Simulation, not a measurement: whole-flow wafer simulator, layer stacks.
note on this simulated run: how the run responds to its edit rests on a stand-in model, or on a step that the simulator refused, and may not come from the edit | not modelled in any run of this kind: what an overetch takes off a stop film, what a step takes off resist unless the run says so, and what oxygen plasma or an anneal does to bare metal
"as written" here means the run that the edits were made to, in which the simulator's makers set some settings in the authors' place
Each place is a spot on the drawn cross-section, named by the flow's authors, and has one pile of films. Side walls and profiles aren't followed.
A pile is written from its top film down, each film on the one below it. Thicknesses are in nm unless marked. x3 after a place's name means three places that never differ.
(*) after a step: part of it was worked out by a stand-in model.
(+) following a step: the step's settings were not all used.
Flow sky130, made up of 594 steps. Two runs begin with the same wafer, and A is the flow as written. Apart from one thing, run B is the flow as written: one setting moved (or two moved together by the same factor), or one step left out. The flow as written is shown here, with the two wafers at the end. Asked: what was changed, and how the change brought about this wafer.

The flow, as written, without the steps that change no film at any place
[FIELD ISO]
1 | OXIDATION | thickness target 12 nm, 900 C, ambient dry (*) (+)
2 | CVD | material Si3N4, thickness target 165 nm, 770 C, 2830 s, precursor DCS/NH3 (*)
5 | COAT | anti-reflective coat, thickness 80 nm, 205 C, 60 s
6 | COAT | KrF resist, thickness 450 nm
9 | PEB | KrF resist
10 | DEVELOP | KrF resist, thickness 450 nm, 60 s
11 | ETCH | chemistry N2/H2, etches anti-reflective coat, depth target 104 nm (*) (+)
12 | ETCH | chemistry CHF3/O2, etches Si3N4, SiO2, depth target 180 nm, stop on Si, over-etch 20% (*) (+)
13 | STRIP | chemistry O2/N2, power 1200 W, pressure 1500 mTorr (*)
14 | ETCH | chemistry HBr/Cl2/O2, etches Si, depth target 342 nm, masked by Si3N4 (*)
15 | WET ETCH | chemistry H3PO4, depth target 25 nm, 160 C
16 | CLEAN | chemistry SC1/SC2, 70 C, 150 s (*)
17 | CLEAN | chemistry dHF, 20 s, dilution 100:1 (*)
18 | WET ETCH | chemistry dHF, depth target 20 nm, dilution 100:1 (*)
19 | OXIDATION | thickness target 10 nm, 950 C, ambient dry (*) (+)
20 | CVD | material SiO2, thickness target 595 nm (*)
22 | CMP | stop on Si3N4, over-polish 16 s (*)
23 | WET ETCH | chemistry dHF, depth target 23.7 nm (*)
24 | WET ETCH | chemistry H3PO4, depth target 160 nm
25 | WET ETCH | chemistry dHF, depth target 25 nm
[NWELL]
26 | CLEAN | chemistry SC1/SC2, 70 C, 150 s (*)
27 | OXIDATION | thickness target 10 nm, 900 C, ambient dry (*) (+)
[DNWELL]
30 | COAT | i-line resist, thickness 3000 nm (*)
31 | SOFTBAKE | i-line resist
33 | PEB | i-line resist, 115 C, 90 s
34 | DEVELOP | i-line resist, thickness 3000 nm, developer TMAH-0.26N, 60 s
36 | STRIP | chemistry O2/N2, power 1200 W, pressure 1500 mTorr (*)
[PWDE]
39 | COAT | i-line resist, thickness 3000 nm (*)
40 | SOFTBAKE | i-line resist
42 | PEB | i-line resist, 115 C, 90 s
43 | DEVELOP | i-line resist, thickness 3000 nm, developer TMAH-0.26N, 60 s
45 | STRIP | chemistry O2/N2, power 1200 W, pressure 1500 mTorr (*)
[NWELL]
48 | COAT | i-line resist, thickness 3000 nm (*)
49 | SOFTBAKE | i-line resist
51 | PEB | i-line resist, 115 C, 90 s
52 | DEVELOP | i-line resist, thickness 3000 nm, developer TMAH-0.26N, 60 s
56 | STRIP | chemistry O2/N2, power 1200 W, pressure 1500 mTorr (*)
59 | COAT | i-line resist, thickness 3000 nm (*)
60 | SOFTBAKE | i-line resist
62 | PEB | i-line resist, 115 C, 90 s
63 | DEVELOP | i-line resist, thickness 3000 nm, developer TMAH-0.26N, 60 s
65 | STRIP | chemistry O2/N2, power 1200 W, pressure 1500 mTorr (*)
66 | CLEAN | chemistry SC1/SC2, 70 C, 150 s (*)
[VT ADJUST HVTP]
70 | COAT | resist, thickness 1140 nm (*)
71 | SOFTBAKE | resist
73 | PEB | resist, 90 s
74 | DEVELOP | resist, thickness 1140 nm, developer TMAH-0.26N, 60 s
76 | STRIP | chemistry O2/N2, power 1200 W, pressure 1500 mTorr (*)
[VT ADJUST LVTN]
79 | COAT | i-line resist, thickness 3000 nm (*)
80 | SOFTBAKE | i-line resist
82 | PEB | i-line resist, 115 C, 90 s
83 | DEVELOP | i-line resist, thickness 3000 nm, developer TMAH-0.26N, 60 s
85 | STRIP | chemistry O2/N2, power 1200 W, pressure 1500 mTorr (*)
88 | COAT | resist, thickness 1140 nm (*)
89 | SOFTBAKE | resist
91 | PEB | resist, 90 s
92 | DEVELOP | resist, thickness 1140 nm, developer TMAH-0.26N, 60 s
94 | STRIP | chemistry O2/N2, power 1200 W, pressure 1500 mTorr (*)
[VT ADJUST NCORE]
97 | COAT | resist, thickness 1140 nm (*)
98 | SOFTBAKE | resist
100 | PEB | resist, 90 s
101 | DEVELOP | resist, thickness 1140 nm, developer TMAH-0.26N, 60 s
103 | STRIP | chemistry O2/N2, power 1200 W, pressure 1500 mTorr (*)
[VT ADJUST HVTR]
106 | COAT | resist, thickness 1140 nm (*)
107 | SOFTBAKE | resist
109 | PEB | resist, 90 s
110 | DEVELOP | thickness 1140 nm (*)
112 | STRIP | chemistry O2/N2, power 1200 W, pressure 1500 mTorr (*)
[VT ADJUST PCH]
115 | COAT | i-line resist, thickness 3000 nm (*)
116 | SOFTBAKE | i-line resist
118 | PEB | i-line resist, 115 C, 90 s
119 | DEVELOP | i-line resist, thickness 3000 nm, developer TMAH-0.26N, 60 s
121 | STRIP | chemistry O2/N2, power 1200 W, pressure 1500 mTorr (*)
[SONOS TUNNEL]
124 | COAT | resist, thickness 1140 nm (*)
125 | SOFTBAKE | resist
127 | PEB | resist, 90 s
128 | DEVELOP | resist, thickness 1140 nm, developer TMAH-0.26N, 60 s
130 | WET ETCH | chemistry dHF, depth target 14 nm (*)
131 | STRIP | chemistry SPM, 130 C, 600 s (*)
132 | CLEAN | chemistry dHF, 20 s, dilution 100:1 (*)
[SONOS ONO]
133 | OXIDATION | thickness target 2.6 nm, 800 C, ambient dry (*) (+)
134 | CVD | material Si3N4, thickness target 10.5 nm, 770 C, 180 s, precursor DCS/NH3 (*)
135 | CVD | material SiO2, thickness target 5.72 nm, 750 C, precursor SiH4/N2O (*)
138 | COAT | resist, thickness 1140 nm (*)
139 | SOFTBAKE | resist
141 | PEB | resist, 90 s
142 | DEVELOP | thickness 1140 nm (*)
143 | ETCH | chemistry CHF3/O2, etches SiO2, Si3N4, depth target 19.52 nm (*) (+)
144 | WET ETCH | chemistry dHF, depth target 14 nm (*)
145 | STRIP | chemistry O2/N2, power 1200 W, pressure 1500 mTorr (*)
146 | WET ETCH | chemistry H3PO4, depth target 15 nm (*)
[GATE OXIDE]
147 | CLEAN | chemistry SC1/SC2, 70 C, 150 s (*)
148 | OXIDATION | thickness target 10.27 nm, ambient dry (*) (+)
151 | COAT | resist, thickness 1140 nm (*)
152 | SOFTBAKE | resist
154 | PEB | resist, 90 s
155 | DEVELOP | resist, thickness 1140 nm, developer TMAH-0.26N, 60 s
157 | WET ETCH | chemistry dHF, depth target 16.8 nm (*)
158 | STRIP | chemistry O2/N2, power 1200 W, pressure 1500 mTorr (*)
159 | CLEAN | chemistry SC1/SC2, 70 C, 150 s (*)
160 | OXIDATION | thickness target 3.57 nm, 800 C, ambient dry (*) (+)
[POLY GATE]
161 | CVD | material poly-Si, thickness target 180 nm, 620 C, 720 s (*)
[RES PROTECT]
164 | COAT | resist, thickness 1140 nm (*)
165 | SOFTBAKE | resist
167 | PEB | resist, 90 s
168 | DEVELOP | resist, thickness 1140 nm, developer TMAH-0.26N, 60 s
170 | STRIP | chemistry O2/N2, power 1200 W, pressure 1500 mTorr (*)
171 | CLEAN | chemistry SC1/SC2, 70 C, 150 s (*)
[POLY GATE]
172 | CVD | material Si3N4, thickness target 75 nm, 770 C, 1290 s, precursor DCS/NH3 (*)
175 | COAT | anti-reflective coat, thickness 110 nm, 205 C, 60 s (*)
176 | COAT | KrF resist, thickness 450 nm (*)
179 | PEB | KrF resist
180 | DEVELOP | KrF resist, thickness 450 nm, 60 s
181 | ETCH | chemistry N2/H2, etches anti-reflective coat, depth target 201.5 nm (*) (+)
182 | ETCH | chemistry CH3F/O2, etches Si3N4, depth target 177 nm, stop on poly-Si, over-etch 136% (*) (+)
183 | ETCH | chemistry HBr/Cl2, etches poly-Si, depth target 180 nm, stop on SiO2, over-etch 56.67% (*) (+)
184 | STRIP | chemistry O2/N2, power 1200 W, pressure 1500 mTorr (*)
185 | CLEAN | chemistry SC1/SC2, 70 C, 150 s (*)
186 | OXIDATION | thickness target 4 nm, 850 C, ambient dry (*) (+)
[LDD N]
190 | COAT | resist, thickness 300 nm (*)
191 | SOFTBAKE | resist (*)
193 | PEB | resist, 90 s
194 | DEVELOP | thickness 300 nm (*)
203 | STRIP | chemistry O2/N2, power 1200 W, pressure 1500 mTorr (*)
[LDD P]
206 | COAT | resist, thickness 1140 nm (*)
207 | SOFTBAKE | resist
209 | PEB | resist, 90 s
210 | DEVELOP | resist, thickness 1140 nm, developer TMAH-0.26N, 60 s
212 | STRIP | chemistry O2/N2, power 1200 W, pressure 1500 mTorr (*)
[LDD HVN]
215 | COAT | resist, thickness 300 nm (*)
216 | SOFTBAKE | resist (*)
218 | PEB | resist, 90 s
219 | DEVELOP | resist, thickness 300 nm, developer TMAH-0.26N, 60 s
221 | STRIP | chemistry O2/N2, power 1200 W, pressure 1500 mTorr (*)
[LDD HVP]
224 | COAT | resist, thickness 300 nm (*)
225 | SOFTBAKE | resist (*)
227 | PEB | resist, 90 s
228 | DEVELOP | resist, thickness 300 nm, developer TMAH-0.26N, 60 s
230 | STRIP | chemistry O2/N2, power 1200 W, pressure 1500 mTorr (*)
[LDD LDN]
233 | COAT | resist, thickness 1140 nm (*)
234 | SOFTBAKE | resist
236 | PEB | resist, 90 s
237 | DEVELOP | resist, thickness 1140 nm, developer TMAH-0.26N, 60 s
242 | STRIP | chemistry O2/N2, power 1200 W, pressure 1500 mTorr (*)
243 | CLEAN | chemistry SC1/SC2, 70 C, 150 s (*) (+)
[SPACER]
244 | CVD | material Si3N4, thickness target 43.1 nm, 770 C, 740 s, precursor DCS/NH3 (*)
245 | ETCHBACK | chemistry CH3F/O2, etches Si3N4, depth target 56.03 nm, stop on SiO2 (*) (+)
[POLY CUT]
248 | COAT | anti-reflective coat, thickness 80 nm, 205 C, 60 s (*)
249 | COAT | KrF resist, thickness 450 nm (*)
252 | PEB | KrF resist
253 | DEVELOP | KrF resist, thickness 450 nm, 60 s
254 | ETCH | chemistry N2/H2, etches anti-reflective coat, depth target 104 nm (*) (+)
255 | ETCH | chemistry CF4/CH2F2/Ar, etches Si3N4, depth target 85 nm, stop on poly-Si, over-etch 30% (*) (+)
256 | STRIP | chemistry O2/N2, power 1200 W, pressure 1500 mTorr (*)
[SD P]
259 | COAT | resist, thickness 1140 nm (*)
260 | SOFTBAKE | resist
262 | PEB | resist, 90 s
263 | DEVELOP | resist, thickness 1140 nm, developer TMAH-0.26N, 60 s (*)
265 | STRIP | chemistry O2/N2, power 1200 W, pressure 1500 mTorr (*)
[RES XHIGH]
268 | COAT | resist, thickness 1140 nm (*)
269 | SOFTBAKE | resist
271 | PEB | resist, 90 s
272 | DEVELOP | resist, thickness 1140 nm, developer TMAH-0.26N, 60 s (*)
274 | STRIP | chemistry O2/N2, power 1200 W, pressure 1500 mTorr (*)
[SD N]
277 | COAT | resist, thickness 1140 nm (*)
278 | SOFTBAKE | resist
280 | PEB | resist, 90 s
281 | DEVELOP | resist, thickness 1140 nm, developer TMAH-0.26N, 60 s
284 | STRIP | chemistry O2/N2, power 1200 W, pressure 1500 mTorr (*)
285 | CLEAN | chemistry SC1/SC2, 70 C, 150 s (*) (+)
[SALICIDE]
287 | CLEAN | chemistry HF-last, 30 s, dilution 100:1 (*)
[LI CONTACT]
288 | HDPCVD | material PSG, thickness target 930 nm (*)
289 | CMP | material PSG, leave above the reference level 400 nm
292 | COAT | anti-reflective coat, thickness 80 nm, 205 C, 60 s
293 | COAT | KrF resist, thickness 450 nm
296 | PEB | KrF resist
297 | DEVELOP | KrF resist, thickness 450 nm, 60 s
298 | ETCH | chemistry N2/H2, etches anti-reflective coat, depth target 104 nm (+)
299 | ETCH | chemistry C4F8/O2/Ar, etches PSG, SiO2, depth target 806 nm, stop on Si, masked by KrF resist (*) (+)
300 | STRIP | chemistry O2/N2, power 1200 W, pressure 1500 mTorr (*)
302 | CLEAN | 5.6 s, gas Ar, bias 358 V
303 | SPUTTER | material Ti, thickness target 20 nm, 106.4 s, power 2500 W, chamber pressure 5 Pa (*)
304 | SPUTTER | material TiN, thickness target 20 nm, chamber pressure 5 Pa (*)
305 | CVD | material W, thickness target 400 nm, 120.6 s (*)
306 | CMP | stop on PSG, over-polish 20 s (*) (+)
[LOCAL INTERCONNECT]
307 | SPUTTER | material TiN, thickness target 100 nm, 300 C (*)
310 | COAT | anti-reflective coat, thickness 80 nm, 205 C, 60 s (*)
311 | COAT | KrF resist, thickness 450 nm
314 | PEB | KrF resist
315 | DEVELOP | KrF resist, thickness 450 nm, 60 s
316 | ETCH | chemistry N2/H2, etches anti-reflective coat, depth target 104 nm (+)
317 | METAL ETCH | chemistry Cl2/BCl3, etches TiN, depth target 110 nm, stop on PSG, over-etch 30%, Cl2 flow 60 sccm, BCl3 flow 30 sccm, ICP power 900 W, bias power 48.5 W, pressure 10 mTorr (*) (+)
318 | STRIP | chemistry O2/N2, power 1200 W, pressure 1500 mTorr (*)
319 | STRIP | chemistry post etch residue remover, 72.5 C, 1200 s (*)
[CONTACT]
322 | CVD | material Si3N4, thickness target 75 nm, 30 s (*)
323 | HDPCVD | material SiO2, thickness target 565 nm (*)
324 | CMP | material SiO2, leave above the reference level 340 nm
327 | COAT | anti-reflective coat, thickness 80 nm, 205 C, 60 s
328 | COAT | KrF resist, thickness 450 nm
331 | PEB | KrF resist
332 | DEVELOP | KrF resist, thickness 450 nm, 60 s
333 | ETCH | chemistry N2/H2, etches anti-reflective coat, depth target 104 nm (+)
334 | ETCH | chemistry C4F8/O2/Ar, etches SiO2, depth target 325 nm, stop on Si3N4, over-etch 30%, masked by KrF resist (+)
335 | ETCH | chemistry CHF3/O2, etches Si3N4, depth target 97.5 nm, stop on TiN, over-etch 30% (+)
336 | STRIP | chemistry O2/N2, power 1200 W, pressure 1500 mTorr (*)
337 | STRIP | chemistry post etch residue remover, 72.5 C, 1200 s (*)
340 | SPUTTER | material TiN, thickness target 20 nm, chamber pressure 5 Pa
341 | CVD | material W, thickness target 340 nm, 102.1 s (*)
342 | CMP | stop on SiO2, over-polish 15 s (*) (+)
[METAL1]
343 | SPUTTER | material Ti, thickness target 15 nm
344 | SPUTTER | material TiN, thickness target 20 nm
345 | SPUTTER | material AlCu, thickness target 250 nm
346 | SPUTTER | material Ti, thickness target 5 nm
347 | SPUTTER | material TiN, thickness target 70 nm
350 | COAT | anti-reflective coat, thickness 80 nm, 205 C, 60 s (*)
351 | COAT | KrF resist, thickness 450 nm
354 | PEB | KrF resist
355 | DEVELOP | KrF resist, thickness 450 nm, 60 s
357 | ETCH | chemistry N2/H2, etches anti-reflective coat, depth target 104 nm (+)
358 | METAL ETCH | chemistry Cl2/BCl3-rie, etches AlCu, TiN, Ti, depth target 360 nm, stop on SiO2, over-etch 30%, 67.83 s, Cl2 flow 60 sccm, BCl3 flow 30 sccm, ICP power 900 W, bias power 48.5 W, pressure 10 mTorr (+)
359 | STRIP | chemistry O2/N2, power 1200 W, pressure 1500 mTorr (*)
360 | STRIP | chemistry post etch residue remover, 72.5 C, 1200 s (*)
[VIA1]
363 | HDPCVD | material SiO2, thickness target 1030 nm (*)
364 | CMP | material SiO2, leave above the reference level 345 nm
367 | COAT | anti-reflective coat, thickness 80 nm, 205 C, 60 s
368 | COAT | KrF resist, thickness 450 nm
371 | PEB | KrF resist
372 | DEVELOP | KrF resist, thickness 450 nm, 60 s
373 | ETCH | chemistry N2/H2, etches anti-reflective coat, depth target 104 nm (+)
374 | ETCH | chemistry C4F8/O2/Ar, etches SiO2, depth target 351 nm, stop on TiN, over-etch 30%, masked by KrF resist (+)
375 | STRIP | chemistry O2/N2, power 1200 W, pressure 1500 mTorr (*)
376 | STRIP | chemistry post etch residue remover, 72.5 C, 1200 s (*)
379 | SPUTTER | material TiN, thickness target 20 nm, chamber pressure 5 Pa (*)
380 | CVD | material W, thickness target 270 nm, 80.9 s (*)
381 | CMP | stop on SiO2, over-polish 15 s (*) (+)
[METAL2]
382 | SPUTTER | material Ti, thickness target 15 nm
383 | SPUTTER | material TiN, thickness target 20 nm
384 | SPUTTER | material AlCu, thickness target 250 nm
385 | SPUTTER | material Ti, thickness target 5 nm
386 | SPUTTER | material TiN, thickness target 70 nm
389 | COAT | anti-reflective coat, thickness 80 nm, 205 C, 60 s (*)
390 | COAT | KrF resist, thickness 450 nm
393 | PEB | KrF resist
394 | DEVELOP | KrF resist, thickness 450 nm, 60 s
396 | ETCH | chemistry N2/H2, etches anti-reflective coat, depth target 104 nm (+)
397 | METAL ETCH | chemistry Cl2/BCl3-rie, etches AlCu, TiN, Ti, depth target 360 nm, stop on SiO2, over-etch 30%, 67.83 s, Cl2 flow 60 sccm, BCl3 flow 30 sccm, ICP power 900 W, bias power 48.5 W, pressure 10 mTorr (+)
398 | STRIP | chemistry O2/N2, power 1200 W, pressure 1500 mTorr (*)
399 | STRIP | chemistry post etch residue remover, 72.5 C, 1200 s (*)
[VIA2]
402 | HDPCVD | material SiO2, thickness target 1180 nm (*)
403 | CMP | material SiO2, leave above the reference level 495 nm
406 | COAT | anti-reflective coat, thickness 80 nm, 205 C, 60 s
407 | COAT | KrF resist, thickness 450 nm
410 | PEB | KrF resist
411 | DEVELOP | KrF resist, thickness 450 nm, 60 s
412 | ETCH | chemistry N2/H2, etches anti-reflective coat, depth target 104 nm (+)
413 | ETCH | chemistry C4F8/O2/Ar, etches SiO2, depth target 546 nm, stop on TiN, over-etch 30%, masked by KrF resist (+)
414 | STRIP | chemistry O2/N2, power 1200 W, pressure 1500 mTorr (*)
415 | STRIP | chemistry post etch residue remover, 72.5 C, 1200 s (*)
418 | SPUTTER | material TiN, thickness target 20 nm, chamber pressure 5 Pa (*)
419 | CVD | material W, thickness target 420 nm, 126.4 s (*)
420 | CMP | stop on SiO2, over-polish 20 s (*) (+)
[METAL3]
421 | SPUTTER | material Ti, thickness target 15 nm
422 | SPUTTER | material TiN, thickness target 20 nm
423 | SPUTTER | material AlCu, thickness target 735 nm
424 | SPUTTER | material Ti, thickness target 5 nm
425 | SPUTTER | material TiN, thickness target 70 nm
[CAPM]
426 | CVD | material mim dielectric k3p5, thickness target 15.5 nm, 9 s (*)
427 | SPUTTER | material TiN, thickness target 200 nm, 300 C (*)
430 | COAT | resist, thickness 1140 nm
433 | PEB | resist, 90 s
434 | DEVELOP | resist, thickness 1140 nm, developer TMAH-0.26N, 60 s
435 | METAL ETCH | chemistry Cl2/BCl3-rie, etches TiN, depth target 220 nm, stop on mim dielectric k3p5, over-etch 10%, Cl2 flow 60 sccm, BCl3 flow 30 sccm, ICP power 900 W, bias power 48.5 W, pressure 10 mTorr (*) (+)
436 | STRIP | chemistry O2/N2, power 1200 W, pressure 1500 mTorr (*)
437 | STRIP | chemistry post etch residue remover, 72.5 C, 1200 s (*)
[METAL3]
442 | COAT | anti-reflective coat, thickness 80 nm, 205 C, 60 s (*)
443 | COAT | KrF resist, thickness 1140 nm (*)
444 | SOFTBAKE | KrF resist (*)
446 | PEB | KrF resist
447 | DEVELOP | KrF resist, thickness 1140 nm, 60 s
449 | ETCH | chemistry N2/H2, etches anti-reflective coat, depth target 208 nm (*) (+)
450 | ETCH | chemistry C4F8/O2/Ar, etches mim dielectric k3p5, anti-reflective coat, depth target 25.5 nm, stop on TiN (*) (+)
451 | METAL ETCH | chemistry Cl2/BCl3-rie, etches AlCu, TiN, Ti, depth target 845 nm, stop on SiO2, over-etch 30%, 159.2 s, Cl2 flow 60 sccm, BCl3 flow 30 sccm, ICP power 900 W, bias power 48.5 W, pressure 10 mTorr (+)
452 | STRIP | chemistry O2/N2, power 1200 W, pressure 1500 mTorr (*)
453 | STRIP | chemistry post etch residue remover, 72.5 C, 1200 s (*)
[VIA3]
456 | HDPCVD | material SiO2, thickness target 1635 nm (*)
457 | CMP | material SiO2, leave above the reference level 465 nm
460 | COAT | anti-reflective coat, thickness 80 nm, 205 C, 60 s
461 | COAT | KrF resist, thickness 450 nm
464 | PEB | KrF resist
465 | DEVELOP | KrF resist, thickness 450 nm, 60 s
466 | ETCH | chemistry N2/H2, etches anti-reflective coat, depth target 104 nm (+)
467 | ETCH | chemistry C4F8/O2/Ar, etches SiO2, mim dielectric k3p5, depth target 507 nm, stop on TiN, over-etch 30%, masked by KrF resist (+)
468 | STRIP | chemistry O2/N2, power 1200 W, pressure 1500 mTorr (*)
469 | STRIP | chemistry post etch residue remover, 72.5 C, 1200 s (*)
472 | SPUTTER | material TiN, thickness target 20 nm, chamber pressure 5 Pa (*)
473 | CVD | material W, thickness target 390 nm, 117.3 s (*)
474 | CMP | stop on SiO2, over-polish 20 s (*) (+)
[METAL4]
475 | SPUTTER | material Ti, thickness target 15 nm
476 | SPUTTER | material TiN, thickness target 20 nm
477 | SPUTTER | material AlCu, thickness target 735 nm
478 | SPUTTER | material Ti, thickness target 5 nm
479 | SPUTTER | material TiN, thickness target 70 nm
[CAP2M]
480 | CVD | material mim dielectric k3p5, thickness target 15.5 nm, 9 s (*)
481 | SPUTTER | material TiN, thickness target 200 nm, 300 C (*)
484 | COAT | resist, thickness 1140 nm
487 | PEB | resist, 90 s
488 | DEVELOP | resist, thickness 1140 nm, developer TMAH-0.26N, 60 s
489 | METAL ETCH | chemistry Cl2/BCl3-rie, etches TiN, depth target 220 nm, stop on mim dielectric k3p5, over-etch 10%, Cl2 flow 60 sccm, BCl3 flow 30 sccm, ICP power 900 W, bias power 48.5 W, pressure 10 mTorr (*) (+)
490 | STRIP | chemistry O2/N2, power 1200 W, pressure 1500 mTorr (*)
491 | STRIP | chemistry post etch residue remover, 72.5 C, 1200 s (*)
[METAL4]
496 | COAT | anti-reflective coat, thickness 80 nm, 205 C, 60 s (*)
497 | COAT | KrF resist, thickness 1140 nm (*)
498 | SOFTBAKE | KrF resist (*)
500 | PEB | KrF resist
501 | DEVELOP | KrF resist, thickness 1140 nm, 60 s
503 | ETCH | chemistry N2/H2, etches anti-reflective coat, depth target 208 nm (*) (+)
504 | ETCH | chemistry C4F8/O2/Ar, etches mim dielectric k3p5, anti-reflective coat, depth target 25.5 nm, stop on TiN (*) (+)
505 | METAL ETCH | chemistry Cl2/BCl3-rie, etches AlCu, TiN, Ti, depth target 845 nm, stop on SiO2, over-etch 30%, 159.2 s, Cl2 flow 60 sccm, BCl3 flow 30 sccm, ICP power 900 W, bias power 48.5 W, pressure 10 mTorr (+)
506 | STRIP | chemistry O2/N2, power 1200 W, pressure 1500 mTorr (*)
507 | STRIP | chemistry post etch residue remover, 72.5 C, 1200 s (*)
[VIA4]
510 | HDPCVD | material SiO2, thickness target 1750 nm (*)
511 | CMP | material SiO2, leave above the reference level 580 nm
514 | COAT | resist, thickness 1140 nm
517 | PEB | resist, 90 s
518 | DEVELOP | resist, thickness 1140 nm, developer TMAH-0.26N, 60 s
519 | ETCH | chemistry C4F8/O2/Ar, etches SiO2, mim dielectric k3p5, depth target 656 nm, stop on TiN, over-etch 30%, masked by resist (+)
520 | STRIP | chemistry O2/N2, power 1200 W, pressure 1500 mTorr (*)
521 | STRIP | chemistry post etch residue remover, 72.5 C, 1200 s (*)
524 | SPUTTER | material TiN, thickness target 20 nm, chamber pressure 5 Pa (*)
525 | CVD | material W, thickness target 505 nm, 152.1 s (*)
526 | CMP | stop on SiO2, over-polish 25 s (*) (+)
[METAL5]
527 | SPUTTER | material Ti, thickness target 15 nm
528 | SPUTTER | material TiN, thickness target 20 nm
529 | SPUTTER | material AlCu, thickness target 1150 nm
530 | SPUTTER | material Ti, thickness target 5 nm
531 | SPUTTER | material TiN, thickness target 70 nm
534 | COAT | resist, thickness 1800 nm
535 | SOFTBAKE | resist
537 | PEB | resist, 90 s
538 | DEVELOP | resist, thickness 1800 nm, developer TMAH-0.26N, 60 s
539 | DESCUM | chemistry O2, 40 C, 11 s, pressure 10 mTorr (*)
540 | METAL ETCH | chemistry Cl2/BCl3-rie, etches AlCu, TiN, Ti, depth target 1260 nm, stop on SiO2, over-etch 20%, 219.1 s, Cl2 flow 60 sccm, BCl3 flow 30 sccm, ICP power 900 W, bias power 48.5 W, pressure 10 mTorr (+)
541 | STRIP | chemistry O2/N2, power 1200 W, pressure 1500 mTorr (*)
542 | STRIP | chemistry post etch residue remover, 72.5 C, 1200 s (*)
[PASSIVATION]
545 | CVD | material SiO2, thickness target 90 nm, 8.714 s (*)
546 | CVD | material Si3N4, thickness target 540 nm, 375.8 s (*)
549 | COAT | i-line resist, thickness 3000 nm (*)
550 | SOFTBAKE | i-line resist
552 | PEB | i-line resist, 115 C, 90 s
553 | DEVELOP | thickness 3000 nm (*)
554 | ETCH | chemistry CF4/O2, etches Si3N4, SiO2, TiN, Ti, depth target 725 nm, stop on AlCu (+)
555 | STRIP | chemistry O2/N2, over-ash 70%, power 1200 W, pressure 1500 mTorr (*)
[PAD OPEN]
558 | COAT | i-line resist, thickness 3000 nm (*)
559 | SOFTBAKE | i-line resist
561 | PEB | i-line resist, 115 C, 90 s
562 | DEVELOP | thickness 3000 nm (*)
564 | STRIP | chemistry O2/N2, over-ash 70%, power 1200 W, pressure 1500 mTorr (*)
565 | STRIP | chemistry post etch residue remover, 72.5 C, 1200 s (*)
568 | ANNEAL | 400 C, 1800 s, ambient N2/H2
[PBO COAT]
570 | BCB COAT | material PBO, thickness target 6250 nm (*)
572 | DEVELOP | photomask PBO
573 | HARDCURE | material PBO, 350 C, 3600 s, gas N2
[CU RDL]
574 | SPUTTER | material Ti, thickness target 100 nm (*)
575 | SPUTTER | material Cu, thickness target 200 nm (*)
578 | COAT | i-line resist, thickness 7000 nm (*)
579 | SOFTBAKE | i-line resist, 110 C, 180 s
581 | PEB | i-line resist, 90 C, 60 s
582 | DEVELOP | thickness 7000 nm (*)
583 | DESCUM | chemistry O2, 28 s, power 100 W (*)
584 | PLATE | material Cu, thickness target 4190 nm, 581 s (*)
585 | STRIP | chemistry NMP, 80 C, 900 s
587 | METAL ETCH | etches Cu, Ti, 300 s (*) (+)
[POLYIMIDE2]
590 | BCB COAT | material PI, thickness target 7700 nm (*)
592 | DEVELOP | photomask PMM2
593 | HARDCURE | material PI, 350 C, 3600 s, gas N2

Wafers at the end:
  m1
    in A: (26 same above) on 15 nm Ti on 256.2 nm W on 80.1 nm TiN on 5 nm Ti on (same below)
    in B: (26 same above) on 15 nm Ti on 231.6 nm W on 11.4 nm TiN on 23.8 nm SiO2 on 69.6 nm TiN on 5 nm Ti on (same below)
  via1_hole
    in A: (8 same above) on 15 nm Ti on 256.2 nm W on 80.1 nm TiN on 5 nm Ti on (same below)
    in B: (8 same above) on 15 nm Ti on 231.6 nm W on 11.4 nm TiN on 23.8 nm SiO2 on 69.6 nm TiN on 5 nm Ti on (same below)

What caused this: step 374, ETCH: depth target 246 nm was run, though the flow has depth target 351 nm.

How this came from the change, step by step:
  374 | ETCH | chemistry C4F8/O2/Ar, etches SiO2, depth target 351 nm, stop on TiN, over-etch 30%, masked by KrF resist (+)
      m1, via1_hole: A -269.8 SiO2 (all of it) | B -246 SiO2
      field, active, n_well and 186 more: A -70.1 KrF resist | B -49.2 KrF resist
  375 | STRIP | chemistry O2/N2, power 1200 W, pressure 1500 mTorr (*)
      field, active, n_well and 186 more: A -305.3 KrF resist (all of it), -80 anti-reflective coat (all of it) | B -326.2 KrF resist (all of it), -80 anti-reflective coat (all of it)
  379 | SPUTTER | material TiN, thickness target 20 nm, chamber pressure 5 Pa (*)
      m1: A +11 TiN | B +11.4 TiN (new film)
      via1_hole: A +10.9 TiN | B +11.4 TiN (new film)
  380 | CVD | material W, thickness target 270 nm, 80.9 s (*)
      m1, via1_hole: A +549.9 W (new film) | B +525.2 W (new film)
With metal films that touch counted as one body, m1 has 3 bodies (between them, from the top down: SiO2 23.8; SiO2 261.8 / Si3N4 75); the flow as written gives 2 bodies (between them, from the top down: SiO2 261.8 / Si3N4 75).
With metal films that touch counted as one body, via1_hole has 2 bodies (between them, from the top down: SiO2 23.8); the flow as written gives 1 body.
